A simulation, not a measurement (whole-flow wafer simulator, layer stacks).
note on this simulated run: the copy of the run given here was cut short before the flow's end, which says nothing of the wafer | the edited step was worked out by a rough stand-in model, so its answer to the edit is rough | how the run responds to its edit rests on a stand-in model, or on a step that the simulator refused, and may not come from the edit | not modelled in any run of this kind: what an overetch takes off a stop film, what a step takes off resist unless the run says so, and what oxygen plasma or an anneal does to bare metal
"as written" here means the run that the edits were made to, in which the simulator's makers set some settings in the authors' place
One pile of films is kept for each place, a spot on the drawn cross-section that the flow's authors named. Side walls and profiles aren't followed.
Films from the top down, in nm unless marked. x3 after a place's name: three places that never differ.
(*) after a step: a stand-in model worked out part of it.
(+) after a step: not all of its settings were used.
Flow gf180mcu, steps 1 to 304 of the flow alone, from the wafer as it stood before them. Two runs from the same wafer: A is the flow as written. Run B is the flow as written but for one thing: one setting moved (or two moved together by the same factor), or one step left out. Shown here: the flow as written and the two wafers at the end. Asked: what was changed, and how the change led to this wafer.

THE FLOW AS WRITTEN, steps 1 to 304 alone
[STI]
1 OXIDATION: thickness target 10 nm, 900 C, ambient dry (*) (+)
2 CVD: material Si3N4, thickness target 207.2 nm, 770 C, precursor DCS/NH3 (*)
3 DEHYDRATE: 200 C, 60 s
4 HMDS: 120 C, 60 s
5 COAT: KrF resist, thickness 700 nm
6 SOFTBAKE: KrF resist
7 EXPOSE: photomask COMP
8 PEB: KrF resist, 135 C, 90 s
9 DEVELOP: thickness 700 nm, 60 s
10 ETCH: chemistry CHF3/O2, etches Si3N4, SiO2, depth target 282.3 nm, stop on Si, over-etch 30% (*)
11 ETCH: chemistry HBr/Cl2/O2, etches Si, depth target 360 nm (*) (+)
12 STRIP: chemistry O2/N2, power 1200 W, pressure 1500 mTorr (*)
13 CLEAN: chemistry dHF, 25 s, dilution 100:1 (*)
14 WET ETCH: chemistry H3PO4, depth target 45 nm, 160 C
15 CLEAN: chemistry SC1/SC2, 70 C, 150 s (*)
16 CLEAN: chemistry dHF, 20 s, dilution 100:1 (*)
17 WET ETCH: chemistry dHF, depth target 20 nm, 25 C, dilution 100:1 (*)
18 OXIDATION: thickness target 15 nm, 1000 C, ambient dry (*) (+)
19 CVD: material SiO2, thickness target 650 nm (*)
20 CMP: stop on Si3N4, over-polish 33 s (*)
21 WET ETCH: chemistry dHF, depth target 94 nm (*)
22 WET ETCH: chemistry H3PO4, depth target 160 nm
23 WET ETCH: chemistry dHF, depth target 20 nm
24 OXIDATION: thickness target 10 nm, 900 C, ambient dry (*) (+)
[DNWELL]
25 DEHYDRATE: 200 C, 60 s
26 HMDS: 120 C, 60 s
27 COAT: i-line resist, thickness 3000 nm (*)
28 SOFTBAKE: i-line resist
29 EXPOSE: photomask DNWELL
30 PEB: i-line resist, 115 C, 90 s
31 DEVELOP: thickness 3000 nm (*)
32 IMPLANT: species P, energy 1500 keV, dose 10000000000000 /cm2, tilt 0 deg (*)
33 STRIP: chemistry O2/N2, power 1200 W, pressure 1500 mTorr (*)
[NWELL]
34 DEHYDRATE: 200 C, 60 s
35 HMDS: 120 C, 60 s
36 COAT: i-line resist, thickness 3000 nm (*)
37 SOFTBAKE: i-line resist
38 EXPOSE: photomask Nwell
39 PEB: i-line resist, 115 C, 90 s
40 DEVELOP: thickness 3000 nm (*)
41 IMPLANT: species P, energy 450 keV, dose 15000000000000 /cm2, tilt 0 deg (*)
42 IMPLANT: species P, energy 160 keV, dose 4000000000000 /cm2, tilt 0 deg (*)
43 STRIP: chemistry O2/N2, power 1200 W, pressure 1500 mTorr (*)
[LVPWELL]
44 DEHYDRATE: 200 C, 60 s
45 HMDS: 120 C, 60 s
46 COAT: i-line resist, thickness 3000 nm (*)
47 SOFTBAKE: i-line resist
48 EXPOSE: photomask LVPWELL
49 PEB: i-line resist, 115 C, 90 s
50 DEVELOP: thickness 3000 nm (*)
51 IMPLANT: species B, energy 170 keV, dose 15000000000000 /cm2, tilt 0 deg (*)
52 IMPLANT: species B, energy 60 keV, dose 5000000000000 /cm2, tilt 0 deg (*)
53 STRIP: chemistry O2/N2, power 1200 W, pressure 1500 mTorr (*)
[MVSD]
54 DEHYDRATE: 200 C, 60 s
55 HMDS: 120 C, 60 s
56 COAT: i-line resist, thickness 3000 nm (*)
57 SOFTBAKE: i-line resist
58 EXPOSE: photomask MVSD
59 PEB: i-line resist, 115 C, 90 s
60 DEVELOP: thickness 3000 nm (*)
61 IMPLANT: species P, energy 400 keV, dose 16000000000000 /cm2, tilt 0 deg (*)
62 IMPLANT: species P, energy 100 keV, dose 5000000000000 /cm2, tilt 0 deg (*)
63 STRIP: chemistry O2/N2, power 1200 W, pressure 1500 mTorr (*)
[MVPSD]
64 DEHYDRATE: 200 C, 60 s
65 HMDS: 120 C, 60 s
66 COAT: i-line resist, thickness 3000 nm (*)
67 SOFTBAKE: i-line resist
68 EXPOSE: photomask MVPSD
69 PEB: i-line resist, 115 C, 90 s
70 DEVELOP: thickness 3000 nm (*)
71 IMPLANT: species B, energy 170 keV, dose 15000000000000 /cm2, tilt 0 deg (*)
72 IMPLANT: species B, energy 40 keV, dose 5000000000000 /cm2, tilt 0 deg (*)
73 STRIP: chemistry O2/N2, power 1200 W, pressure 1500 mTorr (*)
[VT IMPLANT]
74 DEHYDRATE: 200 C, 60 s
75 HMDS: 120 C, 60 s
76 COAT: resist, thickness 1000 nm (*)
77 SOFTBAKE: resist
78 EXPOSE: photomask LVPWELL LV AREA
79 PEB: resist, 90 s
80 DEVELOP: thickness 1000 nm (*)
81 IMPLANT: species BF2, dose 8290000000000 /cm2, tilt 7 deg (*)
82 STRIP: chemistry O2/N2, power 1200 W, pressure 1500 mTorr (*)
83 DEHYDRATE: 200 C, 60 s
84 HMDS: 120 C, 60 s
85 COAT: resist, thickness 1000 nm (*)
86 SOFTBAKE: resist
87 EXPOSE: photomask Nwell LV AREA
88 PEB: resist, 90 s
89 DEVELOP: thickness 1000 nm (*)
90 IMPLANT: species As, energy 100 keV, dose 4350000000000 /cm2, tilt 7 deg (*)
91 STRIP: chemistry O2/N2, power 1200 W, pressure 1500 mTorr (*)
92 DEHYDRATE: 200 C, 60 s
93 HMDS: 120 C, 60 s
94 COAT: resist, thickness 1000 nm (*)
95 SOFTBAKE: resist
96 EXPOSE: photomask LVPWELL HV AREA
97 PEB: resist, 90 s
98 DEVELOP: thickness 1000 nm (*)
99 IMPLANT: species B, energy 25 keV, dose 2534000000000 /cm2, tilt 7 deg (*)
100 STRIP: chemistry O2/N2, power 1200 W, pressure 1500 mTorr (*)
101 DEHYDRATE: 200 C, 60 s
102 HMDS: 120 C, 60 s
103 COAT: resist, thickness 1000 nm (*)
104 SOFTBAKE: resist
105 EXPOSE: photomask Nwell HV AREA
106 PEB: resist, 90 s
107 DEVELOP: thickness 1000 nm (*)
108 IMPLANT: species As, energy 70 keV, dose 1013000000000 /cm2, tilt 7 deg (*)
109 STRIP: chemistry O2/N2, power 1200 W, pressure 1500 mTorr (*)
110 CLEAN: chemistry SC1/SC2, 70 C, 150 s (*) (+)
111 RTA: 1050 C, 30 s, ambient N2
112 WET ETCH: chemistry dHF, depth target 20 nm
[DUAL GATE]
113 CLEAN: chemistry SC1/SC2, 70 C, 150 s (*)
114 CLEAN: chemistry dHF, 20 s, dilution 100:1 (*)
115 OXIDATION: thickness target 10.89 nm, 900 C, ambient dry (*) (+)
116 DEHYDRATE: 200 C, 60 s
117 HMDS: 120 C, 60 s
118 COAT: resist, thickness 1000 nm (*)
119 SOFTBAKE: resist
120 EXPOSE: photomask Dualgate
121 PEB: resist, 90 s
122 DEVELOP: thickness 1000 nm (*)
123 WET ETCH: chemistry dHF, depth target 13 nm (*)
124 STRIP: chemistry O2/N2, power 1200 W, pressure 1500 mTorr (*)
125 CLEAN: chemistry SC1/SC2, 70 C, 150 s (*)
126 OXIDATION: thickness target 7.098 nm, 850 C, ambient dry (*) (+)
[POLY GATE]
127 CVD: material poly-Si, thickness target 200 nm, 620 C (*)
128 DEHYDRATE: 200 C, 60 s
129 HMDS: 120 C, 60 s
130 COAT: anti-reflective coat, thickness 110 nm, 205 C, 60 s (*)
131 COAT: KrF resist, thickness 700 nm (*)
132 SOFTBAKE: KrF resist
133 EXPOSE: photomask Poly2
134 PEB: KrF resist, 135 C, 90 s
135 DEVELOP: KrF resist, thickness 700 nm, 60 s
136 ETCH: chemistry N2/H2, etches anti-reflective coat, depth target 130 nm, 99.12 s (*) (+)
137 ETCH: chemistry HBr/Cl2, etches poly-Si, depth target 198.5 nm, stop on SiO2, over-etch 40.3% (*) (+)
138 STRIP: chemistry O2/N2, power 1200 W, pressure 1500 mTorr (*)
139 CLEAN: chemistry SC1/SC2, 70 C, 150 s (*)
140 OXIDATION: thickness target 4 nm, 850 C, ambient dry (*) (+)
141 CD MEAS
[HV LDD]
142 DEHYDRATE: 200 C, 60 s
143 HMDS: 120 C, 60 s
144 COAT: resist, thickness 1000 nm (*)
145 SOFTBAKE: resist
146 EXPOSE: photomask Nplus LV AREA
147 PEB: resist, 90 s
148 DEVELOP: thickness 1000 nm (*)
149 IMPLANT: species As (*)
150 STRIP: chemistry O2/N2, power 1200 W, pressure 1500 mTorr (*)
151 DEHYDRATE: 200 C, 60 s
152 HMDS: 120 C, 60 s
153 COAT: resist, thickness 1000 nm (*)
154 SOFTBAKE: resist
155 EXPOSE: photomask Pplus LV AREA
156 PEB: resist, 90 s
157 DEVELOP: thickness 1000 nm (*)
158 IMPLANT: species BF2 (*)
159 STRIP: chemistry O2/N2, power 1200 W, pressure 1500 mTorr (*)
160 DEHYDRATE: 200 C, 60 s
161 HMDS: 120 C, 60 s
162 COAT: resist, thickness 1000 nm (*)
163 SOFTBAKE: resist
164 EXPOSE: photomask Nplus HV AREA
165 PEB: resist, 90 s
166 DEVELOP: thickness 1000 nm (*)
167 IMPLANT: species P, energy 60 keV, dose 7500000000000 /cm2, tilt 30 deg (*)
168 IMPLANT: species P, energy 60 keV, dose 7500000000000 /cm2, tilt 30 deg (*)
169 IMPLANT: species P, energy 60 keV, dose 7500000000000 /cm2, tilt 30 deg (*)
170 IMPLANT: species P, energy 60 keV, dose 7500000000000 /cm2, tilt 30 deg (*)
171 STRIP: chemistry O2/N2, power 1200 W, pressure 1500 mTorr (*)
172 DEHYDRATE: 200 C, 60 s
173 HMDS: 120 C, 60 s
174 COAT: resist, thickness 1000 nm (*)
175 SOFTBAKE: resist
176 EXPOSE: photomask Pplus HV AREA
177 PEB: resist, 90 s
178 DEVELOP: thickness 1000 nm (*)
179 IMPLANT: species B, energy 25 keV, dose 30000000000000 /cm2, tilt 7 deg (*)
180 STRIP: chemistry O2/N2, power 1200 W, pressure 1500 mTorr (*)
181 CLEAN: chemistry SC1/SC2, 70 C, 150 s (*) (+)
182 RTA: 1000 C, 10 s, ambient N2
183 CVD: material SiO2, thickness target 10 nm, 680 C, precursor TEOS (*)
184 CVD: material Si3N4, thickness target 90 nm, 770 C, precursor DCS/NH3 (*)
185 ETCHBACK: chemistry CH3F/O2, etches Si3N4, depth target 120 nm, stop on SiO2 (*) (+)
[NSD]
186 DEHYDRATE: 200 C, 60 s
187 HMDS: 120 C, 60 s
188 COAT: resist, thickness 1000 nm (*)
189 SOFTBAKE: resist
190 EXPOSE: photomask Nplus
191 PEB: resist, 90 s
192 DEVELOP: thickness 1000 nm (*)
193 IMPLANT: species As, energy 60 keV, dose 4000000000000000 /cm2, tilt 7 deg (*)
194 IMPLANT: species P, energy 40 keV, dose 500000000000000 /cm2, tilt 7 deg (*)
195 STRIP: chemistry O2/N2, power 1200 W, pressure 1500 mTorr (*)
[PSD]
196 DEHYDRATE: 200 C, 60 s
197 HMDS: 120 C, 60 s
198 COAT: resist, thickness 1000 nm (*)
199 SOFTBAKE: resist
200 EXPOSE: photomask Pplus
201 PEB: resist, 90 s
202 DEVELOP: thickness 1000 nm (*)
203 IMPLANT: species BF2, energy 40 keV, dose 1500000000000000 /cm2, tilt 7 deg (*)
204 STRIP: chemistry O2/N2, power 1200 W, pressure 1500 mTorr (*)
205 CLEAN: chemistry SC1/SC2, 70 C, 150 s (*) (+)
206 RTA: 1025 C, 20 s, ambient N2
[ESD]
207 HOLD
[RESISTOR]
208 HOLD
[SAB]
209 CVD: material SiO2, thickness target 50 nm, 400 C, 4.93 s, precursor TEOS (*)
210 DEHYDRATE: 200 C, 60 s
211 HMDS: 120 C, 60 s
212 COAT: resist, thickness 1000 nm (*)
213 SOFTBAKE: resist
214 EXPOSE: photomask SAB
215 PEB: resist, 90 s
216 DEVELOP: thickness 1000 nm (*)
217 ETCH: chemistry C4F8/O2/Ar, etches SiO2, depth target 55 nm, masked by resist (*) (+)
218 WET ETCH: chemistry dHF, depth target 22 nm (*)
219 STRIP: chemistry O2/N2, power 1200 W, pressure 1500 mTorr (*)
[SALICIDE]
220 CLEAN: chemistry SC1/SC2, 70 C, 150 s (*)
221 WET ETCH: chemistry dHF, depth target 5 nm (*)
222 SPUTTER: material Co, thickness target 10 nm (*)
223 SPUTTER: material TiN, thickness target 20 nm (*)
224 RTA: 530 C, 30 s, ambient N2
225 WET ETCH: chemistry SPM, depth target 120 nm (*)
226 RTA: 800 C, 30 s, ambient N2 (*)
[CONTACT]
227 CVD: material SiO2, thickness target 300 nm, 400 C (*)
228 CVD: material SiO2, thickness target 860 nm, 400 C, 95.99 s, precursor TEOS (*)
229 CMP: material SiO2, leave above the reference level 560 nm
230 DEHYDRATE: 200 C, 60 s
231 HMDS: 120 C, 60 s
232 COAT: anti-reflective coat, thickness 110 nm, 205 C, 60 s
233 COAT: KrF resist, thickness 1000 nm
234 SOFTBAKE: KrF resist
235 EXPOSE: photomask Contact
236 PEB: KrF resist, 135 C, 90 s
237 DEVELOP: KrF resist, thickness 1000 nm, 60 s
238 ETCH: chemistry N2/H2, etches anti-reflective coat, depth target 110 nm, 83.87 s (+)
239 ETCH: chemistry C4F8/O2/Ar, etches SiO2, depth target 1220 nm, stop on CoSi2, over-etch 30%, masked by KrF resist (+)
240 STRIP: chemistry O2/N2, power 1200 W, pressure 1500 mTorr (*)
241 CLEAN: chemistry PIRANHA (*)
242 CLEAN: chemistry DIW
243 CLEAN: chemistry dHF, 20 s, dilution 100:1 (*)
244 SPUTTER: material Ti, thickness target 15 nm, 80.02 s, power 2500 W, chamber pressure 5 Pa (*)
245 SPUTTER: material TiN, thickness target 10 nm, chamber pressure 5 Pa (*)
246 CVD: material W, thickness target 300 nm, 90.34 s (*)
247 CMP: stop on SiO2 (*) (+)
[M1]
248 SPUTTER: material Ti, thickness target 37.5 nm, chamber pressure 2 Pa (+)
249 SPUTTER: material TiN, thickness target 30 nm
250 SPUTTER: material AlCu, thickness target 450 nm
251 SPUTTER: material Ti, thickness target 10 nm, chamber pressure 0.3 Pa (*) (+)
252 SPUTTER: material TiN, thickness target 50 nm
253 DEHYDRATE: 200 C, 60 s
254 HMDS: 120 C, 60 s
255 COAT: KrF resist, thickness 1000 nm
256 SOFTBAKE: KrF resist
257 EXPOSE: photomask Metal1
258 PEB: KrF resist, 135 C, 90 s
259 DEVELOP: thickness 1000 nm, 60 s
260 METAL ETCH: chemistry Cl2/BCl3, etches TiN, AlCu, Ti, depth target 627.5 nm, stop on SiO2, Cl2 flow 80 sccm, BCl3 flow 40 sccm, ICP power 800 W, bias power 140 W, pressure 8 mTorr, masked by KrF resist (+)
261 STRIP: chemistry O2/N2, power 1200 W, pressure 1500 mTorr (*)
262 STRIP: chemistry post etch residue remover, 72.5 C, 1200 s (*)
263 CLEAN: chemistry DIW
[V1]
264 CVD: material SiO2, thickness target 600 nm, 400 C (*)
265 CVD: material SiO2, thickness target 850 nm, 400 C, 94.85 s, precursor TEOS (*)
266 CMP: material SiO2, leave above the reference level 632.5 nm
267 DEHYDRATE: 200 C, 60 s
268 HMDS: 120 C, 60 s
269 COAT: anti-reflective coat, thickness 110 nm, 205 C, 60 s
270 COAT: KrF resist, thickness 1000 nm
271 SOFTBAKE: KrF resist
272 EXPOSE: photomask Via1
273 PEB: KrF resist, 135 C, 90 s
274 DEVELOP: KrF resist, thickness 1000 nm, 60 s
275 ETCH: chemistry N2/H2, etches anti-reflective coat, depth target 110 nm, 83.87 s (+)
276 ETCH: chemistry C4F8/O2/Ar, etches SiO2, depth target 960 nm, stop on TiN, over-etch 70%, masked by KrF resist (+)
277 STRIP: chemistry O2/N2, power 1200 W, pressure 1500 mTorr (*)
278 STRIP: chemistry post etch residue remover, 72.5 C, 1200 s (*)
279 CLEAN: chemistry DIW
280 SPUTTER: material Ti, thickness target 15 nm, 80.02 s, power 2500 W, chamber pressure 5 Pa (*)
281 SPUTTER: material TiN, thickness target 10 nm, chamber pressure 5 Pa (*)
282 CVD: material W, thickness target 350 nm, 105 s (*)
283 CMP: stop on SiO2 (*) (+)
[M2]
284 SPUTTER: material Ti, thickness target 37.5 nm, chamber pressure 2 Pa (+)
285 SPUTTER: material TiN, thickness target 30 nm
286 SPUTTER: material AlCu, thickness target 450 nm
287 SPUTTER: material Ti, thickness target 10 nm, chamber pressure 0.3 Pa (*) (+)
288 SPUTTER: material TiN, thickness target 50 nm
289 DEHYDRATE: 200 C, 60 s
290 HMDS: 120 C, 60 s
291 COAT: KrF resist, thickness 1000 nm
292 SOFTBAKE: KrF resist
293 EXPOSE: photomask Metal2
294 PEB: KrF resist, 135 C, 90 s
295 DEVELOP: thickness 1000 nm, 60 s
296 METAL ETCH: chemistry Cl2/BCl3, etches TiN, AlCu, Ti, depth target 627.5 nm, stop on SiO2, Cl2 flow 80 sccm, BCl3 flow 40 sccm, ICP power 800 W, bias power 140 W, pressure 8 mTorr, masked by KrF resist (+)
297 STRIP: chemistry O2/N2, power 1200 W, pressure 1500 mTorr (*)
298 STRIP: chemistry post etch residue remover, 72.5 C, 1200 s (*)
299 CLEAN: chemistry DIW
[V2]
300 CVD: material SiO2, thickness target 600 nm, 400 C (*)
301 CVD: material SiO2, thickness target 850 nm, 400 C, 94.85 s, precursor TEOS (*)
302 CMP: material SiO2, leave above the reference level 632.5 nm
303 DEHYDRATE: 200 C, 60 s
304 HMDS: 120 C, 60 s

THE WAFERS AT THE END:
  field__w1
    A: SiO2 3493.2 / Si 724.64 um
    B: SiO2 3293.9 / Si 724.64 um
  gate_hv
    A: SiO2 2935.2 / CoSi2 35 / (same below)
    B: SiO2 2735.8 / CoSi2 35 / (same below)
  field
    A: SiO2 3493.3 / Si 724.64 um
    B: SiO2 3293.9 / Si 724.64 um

The cause: step 301, CVD: 37.94 s was run, where the flow has 94.85 s.

How the change led to this, step by step:
  301 CVD: material SiO2, thickness target 850 nm, 400 C, 94.85 s, precursor TEOS (*)
      field, field__w1, field__w2 and 108 more: A SiO2 +850 | B SiO2 +350.7
  302 CMP: material SiO2, leave above the reference level 632.5 nm
      field, field__w1, field__w2 and 103 more: A SiO2 -300 | B nothing
      field__w8, contact, m1, m1__w1, m1_nw: A SiO2 -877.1 | B SiO2 -377.7
